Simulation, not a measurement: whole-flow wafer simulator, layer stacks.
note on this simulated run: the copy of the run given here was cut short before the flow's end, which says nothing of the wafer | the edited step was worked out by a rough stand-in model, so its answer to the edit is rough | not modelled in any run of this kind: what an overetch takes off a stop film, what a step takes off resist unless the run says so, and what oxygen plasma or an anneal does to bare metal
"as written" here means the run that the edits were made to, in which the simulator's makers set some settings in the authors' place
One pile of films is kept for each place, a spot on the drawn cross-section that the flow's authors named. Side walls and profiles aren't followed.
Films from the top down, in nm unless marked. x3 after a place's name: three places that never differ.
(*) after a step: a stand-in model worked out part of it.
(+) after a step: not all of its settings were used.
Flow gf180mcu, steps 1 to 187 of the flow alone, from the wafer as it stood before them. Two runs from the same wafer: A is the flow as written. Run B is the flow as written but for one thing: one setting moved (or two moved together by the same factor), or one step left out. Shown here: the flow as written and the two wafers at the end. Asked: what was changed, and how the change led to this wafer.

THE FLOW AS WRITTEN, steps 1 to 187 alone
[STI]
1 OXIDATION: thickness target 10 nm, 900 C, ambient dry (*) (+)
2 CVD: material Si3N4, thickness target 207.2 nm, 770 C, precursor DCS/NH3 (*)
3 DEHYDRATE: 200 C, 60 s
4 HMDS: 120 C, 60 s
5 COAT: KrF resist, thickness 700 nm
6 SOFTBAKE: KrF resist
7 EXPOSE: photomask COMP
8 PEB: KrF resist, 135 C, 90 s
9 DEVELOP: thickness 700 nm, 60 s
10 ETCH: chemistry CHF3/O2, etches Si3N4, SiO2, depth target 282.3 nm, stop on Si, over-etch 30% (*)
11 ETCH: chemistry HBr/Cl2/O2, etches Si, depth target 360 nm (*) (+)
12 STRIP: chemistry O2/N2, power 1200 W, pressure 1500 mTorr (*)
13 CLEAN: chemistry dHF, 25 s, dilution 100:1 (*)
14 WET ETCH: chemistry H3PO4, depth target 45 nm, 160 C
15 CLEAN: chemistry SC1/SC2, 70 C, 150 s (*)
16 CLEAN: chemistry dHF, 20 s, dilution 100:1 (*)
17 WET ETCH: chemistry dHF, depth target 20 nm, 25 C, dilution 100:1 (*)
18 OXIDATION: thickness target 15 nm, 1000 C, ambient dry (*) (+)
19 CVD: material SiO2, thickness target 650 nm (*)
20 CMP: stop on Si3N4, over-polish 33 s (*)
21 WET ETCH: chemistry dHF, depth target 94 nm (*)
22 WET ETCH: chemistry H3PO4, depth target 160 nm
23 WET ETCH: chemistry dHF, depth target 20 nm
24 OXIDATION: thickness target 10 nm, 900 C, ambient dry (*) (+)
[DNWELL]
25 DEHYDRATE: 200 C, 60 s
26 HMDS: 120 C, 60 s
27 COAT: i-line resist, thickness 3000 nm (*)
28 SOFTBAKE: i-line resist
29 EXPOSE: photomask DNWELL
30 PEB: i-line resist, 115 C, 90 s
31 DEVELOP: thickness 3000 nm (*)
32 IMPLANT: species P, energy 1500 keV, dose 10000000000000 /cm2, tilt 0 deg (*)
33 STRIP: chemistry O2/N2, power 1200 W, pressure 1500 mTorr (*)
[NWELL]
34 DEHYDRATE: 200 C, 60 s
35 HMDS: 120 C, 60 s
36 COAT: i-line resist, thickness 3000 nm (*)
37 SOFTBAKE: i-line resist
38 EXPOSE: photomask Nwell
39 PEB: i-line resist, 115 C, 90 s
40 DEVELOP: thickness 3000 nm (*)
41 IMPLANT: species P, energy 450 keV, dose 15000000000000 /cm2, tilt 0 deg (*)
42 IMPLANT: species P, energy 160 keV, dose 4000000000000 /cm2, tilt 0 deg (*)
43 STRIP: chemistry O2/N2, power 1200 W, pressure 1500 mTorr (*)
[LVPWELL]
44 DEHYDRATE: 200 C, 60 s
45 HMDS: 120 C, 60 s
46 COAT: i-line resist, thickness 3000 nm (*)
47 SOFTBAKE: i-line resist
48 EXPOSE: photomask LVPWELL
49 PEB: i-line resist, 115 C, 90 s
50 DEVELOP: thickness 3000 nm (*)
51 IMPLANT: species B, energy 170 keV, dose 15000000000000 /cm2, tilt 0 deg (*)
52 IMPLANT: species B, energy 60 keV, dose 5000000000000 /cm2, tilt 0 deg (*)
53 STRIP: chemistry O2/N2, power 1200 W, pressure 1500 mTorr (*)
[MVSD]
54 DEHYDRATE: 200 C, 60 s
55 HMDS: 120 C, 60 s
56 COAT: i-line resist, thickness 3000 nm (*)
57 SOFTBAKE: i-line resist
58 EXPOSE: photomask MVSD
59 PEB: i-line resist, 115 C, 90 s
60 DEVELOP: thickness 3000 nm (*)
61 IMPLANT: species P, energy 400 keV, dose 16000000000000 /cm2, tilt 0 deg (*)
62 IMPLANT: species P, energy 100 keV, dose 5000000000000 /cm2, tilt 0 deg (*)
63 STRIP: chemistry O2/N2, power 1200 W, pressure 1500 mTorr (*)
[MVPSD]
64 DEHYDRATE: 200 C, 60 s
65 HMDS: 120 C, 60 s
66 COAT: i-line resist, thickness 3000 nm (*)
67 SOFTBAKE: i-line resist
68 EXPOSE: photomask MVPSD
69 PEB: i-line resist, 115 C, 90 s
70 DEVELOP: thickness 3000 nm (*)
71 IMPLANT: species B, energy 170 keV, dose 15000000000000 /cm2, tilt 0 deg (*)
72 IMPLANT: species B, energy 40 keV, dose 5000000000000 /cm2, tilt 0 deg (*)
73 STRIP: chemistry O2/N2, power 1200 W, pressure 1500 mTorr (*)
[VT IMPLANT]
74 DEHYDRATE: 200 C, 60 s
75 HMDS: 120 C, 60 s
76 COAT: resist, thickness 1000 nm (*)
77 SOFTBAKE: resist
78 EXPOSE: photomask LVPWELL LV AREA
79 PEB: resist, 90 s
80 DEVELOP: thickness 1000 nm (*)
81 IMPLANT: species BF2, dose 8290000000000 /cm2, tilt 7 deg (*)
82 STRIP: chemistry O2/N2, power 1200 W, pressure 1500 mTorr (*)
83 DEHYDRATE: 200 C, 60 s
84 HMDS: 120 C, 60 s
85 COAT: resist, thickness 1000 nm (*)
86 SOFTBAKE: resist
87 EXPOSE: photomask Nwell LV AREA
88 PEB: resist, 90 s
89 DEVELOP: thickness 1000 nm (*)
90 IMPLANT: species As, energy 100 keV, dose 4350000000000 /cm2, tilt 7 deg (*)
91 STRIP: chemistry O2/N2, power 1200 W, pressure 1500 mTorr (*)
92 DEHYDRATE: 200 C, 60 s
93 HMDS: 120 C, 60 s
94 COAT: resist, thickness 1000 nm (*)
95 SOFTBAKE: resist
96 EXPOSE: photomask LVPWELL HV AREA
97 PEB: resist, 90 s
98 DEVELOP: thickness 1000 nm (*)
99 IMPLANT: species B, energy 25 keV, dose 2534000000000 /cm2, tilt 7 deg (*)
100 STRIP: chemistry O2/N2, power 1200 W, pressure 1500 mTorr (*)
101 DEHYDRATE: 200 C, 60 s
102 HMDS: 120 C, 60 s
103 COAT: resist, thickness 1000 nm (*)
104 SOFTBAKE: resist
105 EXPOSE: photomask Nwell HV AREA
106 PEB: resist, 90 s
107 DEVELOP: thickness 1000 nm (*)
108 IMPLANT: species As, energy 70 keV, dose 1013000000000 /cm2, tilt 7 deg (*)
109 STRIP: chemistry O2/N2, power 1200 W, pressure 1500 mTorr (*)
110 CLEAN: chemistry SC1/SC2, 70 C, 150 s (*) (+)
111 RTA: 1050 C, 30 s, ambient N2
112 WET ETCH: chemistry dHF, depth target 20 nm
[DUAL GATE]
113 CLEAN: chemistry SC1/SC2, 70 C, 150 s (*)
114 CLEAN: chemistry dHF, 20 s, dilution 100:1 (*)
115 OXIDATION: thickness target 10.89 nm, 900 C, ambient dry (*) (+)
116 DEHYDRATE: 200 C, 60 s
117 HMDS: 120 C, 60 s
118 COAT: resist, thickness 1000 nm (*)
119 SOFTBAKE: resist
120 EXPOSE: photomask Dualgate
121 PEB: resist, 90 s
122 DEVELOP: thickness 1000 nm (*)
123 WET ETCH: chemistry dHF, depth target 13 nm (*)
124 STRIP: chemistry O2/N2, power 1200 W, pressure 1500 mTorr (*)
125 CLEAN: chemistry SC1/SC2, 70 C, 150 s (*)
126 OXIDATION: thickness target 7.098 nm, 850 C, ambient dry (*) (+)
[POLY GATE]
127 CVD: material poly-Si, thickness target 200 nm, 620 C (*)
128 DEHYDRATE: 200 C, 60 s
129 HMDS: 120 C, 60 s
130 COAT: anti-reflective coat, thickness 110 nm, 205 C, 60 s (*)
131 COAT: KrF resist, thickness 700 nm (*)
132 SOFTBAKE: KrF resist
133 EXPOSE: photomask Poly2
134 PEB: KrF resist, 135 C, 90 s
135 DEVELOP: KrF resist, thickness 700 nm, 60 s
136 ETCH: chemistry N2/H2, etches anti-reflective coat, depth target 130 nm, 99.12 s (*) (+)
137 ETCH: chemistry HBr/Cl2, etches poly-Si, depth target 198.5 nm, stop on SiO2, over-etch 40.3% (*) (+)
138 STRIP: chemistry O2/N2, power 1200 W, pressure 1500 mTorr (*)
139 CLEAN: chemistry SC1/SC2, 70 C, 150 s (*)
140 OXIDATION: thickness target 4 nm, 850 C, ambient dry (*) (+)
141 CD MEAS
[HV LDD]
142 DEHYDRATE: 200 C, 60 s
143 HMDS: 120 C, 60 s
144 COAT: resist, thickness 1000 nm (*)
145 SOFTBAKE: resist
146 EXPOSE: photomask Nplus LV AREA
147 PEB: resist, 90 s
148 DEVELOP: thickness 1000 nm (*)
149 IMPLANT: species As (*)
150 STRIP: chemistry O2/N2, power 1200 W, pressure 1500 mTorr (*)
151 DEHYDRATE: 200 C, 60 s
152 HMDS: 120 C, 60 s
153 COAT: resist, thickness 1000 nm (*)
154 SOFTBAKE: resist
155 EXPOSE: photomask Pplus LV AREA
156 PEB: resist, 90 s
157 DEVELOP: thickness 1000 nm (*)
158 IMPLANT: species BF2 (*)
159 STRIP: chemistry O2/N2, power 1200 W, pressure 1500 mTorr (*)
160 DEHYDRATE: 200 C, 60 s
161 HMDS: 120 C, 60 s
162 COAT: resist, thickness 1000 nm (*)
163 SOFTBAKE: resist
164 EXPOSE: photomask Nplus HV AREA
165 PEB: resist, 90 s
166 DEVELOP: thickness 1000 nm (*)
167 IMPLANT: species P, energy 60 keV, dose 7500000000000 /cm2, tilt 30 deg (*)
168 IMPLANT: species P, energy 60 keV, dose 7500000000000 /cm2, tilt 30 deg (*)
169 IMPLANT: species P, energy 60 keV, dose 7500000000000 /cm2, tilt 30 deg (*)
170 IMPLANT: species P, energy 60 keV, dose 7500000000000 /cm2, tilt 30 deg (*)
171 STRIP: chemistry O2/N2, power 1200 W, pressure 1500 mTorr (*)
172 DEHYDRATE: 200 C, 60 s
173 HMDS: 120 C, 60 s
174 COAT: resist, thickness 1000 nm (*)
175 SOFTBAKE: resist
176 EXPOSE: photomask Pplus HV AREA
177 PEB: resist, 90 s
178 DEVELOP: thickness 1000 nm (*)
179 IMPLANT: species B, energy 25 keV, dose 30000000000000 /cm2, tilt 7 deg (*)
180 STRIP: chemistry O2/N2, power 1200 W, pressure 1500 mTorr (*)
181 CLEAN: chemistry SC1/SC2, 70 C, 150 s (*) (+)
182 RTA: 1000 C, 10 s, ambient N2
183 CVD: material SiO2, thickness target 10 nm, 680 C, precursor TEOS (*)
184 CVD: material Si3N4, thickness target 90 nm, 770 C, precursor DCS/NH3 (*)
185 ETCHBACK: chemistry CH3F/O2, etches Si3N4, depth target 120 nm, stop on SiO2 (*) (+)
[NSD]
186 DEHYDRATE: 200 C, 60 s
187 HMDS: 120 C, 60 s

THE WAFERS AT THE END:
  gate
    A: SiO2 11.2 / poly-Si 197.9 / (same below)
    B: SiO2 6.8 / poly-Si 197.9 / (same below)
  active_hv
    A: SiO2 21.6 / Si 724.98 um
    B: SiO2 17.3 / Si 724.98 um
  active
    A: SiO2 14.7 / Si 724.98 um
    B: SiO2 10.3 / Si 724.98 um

The cause: step 183, CVD: 657 C was run, where the flow has 680 C.

How the change led to this, step by step:
  183 CVD: material SiO2, thickness target 10 nm, 680 C, precursor TEOS (*)
      field, field__w1, field__w2 and 99 more: A SiO2 +10 | B SiO2 +5.64
      ld_drift_p: A SiO2 +9.87 | B SiO2 +5.57
      (and at 1 more place)
